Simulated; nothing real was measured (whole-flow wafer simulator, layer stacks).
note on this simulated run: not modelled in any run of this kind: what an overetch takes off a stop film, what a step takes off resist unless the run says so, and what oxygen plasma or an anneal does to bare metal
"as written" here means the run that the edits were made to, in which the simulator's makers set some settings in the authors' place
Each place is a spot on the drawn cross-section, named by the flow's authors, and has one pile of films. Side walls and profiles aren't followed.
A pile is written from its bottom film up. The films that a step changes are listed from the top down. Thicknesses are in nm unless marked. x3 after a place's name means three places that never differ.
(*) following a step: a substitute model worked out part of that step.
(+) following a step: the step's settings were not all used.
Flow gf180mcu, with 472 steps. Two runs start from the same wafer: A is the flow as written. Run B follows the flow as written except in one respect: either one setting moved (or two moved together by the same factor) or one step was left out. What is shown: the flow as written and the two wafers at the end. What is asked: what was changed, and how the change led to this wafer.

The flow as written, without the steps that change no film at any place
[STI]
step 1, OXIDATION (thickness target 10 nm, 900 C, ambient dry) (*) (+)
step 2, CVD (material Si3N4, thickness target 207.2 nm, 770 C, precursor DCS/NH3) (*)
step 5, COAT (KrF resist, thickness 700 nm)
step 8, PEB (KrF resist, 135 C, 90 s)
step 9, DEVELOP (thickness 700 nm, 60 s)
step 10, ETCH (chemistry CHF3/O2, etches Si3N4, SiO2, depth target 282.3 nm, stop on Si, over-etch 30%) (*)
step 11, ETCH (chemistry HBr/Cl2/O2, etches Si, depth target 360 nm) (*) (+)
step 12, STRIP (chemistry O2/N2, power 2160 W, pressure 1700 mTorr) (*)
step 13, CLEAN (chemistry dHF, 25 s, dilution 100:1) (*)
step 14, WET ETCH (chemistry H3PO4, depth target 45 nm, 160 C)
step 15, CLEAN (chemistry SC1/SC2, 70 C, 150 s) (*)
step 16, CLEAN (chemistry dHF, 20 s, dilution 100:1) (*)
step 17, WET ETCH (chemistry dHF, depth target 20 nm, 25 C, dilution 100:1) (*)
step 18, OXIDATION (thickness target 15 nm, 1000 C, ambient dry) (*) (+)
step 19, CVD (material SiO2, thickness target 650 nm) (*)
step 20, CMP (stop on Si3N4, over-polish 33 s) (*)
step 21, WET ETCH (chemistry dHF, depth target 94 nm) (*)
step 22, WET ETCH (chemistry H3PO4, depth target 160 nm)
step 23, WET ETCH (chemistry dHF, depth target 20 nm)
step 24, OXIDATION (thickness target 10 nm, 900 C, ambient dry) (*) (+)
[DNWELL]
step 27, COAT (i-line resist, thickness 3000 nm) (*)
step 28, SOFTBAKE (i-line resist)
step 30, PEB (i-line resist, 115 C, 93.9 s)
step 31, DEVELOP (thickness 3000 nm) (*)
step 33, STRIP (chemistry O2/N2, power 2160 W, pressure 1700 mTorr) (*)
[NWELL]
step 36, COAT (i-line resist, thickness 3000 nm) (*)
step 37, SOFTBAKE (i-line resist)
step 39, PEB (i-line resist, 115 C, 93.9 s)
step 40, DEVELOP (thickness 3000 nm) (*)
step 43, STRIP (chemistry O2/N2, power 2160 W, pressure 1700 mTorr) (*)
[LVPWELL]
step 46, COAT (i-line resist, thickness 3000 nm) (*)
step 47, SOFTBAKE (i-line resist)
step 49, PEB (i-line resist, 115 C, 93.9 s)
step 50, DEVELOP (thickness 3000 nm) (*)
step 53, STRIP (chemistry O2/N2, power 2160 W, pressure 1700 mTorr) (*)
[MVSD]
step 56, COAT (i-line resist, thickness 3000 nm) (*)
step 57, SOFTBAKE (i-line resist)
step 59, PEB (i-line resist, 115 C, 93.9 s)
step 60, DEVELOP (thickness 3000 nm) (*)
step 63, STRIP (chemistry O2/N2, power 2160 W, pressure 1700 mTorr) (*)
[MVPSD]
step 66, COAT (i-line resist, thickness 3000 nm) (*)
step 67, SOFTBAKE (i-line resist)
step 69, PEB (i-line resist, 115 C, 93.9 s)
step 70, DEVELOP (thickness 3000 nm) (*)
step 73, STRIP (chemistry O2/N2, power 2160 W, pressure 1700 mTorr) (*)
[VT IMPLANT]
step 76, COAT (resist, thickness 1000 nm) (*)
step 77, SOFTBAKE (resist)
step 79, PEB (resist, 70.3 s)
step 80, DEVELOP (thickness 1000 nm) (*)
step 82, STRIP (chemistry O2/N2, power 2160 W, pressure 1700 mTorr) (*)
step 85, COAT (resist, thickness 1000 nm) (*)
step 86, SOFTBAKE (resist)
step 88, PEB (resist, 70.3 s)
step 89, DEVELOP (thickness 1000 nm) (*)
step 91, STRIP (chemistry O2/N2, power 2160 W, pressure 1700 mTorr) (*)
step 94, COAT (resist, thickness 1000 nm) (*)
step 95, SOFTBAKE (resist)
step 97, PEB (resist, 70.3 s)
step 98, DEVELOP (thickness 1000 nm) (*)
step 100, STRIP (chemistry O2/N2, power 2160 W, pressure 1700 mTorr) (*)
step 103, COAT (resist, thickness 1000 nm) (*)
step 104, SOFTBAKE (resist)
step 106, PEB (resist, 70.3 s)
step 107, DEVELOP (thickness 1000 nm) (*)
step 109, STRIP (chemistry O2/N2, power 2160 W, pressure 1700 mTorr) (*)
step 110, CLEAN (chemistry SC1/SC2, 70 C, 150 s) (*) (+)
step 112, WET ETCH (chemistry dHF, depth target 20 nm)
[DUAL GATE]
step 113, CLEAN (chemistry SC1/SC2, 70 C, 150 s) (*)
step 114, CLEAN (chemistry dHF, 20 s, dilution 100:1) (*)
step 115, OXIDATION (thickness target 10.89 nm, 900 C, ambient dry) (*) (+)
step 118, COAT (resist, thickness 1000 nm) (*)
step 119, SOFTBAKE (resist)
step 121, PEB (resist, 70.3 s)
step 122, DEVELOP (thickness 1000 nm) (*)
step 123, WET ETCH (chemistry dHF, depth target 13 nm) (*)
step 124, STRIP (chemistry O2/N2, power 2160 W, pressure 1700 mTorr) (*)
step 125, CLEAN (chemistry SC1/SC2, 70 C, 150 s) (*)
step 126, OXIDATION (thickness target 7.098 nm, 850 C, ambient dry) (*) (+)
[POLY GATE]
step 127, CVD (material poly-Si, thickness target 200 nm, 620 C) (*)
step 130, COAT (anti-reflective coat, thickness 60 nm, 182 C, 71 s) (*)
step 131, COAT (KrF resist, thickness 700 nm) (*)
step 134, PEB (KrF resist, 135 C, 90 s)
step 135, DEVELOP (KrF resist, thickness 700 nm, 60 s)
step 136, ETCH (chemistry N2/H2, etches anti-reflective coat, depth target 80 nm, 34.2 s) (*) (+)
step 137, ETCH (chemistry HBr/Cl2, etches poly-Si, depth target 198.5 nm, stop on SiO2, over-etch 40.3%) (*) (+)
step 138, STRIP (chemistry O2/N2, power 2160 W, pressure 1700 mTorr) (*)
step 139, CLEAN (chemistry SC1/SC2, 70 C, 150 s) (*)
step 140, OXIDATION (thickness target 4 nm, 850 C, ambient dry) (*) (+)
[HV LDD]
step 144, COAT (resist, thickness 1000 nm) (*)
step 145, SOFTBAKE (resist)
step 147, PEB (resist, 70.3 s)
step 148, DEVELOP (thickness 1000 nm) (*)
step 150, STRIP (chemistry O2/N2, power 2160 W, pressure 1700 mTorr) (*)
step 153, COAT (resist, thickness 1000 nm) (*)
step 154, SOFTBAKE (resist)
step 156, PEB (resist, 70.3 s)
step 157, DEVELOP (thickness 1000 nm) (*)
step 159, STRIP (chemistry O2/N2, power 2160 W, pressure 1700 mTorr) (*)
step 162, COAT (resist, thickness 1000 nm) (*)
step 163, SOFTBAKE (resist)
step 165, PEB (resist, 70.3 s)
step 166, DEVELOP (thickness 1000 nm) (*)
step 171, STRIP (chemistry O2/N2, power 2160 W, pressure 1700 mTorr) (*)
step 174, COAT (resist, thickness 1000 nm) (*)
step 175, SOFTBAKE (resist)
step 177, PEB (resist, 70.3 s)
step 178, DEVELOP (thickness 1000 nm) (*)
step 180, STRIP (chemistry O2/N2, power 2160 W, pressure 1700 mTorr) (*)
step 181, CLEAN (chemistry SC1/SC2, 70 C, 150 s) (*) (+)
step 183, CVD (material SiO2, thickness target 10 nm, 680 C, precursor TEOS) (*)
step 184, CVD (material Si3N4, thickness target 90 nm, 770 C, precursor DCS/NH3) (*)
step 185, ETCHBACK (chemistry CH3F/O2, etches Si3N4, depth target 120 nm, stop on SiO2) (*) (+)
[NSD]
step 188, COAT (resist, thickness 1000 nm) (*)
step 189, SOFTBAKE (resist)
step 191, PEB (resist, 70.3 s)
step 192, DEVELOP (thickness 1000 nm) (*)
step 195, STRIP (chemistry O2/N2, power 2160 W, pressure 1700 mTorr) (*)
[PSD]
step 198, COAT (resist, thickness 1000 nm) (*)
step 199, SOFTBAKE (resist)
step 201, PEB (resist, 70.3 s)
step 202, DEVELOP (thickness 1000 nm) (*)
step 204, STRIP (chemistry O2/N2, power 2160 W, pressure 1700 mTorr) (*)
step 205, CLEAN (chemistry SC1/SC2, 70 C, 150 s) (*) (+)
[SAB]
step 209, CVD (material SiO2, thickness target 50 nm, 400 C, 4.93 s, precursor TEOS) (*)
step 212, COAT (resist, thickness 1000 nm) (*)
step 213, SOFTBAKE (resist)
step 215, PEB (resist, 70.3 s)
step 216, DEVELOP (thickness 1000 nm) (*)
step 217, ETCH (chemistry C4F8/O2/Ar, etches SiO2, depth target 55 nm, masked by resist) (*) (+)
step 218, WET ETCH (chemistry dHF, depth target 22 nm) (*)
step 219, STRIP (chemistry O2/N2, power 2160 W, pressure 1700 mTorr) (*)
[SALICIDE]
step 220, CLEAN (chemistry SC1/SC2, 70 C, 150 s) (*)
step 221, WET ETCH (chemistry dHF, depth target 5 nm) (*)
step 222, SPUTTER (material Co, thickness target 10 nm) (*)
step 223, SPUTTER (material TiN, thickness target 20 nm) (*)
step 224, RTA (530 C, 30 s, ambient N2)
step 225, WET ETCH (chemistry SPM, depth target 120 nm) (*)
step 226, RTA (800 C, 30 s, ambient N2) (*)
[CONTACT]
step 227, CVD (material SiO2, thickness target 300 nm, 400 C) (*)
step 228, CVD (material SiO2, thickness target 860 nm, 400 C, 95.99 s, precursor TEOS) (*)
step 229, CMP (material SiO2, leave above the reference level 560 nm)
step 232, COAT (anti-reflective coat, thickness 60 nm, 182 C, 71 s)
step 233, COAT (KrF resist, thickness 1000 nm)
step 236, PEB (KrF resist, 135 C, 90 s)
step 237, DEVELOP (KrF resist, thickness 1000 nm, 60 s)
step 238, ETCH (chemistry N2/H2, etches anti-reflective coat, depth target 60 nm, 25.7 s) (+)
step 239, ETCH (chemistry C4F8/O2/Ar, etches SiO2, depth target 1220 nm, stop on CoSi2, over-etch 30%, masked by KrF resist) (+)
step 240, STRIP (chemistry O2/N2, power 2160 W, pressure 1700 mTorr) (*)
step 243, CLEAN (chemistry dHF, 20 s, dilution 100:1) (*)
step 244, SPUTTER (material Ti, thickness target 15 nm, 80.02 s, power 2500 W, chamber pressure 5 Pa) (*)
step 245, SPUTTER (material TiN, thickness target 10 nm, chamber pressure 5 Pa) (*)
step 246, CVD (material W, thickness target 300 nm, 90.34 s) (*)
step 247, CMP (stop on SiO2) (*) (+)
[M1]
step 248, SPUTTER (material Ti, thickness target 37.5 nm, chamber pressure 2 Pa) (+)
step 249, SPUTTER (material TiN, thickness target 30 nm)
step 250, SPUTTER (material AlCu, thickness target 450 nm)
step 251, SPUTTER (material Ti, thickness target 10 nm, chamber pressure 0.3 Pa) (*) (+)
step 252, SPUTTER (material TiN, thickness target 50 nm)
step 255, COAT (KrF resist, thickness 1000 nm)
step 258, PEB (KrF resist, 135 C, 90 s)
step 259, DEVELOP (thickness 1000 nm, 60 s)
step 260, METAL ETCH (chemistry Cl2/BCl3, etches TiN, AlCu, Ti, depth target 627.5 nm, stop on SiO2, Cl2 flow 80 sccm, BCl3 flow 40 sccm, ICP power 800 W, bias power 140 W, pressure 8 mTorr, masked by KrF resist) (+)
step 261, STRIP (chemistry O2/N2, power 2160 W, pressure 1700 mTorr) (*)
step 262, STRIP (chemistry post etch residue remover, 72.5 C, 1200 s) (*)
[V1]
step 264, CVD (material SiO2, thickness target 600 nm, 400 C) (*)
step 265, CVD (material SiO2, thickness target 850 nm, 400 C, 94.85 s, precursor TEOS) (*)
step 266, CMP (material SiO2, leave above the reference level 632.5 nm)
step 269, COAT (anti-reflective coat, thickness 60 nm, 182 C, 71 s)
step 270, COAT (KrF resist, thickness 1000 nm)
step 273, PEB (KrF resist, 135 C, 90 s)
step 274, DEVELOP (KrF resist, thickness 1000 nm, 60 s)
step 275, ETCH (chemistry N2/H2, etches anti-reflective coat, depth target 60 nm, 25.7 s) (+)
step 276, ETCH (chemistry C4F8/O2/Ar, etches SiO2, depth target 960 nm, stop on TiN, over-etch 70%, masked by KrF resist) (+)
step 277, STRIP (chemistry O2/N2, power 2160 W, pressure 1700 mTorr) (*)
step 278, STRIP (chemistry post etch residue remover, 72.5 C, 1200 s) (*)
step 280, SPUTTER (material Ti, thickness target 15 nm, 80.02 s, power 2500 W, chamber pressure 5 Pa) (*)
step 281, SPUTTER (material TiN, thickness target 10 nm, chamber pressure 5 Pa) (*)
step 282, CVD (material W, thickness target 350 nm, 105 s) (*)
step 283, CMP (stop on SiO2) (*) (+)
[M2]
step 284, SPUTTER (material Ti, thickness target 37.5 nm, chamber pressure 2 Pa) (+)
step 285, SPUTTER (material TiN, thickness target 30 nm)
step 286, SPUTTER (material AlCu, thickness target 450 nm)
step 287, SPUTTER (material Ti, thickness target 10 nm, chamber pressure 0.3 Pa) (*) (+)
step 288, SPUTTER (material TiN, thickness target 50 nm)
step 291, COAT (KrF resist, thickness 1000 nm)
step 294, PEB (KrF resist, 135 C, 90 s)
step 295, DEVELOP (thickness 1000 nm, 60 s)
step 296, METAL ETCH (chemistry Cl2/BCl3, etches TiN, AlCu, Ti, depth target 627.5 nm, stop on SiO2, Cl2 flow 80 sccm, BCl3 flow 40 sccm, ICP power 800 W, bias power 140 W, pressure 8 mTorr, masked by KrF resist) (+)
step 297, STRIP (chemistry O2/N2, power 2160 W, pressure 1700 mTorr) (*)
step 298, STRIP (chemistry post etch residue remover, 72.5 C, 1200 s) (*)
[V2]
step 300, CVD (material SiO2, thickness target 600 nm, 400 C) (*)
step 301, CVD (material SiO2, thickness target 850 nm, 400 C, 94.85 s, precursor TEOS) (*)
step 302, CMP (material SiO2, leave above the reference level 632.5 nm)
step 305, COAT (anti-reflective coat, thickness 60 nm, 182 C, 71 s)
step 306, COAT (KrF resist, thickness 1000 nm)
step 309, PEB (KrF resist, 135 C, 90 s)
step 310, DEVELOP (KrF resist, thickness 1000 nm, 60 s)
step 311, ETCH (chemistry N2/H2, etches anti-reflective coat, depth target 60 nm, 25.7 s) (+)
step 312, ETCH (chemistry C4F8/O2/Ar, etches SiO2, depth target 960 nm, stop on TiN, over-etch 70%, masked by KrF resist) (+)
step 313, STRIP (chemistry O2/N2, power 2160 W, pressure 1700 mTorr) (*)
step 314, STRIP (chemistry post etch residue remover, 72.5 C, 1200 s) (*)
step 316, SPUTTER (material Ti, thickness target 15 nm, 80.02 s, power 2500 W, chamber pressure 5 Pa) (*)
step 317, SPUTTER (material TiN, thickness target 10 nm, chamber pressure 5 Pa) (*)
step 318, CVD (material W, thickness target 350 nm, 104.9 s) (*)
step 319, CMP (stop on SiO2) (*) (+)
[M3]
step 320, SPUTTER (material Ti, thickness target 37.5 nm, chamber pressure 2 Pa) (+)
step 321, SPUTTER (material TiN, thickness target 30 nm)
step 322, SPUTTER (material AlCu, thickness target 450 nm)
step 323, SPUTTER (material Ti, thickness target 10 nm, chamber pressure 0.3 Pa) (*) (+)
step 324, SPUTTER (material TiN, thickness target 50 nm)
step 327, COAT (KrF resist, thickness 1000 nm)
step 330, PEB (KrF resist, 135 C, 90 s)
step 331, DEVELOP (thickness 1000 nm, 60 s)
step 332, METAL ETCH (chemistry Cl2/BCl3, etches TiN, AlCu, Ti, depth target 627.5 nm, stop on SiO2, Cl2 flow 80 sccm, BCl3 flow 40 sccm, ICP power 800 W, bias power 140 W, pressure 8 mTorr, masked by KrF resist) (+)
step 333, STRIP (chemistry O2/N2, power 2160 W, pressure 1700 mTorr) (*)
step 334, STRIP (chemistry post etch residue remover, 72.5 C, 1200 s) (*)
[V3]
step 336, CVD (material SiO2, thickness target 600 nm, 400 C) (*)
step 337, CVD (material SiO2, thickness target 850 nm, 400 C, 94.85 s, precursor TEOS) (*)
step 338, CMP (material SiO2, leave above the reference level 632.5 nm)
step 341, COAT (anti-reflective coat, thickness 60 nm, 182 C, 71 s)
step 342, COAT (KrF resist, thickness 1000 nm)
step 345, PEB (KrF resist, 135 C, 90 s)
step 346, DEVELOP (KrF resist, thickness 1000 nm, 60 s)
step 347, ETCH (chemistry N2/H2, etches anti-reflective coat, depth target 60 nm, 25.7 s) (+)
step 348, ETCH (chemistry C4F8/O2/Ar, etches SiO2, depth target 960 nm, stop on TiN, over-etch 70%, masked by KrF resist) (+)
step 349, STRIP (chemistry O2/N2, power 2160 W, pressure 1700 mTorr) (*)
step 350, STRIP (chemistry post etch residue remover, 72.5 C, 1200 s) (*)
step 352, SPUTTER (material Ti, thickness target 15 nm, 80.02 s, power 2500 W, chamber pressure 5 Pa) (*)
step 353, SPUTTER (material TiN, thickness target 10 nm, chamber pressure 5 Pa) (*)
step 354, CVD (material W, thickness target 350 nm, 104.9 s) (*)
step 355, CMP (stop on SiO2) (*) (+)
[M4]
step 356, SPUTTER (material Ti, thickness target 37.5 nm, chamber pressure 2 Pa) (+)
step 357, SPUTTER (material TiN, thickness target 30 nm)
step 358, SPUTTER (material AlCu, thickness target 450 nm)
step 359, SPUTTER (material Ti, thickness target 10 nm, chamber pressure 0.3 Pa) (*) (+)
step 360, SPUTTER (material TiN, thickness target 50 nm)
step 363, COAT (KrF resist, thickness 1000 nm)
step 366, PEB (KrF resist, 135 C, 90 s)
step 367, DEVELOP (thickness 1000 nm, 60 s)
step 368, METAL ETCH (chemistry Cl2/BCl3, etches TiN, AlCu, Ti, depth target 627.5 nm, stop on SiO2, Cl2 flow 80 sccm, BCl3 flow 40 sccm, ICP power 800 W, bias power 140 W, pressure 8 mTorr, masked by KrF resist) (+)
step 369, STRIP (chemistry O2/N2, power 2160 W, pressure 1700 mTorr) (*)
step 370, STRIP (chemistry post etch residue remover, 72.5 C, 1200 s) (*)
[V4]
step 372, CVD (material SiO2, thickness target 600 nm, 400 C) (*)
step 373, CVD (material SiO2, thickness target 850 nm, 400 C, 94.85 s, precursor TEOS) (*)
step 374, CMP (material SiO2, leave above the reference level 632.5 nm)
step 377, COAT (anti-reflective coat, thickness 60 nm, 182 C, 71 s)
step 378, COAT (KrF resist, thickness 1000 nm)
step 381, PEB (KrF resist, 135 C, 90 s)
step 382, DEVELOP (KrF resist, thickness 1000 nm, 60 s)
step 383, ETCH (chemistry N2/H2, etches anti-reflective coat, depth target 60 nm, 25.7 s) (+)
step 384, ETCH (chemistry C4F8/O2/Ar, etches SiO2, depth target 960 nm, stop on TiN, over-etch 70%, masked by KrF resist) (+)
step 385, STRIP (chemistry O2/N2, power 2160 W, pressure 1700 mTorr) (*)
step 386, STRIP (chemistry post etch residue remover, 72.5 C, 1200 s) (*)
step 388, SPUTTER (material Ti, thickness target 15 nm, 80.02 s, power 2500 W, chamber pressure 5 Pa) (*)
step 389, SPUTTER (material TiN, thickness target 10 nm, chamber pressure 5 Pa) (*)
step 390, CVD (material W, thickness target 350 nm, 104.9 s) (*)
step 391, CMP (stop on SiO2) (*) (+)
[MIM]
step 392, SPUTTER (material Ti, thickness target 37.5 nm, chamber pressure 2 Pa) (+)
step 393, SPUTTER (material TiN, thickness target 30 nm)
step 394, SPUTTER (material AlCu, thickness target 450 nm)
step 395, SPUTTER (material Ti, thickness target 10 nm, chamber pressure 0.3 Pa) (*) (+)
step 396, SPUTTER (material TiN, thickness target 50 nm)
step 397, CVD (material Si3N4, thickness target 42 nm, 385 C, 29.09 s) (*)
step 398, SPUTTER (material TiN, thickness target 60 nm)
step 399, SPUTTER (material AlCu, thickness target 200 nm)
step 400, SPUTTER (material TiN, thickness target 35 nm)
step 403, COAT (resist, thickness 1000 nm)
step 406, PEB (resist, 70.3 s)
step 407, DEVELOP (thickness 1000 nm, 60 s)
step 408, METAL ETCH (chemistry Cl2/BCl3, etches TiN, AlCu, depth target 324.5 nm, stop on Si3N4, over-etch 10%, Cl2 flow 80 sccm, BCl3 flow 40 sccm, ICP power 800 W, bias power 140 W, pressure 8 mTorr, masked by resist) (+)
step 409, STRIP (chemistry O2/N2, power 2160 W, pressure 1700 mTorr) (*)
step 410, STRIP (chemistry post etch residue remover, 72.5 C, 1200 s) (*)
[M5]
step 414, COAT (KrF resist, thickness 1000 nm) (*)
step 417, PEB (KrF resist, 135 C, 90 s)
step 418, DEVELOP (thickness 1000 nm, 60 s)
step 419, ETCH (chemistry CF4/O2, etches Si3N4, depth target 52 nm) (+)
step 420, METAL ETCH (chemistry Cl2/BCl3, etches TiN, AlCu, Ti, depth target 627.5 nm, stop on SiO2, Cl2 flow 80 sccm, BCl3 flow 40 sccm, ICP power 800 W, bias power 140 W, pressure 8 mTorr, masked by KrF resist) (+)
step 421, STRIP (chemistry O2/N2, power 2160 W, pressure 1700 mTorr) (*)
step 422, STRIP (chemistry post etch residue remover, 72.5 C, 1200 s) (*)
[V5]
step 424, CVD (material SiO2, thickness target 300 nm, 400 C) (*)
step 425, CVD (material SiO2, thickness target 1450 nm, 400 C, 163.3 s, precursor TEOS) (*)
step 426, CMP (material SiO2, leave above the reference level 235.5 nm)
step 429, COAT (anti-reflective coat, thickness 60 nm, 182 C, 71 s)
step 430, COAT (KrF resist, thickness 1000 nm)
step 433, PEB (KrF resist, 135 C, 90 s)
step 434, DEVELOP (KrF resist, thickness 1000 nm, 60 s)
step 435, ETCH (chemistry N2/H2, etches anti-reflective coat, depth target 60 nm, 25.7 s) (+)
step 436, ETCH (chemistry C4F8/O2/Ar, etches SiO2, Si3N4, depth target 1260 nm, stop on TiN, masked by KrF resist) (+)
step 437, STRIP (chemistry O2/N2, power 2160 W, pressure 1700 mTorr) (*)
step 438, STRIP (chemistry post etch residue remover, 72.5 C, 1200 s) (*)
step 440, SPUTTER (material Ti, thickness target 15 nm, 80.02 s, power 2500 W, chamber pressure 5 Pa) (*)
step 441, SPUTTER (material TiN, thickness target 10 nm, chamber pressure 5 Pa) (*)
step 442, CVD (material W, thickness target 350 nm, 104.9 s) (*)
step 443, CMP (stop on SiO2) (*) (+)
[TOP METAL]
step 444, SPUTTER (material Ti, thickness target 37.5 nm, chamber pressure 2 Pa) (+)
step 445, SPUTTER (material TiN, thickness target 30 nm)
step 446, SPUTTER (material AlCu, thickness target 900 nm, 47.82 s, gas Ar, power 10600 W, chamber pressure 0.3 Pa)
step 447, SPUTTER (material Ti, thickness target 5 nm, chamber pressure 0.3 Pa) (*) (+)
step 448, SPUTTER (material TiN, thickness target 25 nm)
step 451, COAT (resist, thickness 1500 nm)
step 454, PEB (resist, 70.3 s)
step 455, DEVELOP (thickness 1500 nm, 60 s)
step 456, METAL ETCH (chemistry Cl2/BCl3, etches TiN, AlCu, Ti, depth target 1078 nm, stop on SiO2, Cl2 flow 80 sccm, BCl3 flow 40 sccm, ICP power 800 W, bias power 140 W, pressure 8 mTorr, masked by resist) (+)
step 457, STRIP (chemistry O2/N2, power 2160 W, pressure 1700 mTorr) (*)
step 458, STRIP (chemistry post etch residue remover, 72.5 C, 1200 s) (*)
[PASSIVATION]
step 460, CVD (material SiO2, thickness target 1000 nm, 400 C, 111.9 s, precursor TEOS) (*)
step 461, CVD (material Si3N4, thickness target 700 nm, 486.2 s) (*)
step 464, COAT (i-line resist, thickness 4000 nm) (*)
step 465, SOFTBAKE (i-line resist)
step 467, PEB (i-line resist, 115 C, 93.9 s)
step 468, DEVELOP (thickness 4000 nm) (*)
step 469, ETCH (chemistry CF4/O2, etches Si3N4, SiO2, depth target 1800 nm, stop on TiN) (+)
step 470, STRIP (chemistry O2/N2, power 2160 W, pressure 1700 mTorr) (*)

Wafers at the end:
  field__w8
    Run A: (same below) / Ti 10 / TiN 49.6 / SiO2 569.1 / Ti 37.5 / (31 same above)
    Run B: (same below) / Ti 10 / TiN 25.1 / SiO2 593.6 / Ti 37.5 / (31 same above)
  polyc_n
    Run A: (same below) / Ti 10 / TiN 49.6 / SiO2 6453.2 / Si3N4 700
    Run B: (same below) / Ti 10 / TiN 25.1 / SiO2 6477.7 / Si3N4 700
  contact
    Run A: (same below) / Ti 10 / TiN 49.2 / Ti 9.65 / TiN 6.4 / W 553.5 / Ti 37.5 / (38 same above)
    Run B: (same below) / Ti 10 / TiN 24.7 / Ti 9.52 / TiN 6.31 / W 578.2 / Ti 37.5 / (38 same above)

What caused this: step 252, SPUTTER: thickness target 25.5 nm was run, though the flow has thickness target 50 nm.

Step by step, how the change led to this:
  step 252, SPUTTER (material TiN, thickness target 50 nm)
      field, field__w1, field__w2 and 108 more: A +50 TiN (new film) | B +25.5 TiN (new film)
  step 260, METAL ETCH (chemistry Cl2/BCl3, etches TiN, AlCu, Ti, depth target 627.5 nm, stop on SiO2, Cl2 flow 80 sccm, BCl3 flow 40 sccm, ICP power 800 W, bias power 140 W, pressure 8 mTorr, masked by KrF resist) (+)
      field, field__w1, field__w2 and 99 more: A -50 TiN (all of it), -10 Ti (all of it), -450 AlCu (all of it), -30 TiN (all of it), -37.5 Ti (all of it) | B -25.5 TiN (all of it), -10 Ti (all of it), -450 AlCu (all of it), -30 TiN (all of it), -37.5 Ti (all of it)
  step 266, CMP (material SiO2, leave above the reference level 632.5 nm)
      field__w8, contact, m1 and 6 more: A -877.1 SiO2 | B -852.6 SiO2
  step 276, ETCH (chemistry C4F8/O2/Ar, etches SiO2, depth target 960 nm, stop on TiN, over-etch 70%, masked by KrF resist) (+)
      contact: A -572.5 SiO2 (all of it) | B -597 SiO2 (all of it)
  step 282, CVD (material W, thickness target 350 nm, 105 s) (*)
      contact: A +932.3 W (new film) | B +957 W (new film)
